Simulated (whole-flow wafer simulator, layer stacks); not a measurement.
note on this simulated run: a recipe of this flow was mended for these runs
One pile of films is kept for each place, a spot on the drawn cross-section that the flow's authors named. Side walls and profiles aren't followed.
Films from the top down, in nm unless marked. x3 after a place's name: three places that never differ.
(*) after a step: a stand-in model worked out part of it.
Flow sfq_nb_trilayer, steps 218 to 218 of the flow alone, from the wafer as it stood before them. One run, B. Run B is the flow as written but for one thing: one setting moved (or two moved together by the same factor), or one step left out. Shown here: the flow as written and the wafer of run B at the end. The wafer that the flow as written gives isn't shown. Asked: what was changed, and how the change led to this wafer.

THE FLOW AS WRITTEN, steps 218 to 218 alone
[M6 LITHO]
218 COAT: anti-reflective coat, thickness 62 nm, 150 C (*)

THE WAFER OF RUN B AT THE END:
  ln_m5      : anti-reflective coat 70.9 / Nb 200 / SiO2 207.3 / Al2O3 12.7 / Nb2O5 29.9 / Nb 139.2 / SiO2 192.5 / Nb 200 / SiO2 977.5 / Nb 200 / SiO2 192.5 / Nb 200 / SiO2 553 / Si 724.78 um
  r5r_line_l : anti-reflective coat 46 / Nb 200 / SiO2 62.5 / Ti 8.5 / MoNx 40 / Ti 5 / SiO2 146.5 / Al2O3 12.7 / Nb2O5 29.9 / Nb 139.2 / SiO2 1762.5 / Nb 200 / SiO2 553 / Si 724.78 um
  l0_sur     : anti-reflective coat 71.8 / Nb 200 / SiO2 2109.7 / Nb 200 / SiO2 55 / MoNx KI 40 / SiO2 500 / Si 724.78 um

The cause: step 218, COAT: thickness 70.9 nm was run, where the flow has thickness 62 nm.
It can be read off the wafer: ln_m5 has anti-reflective coat 70.9, and step 218 as written asks for 62 nm.

How the change led to this, step by step:
  218 COAT: anti-reflective coat, thickness 62 nm, 150 C (*)
      ln_m5, p4_fl x5, p4_w1 x9 and 50 more: anti-reflective coat +70.9 (new film) (as written it would be: anti-reflective coat +62 (new film))
      r5r_line_l, r5r_line_c, r5r_line_r: anti-reflective coat +46 (new film) (as written it would be: anti-reflective coat +37.1 (new film))
      (and at 38 more places)
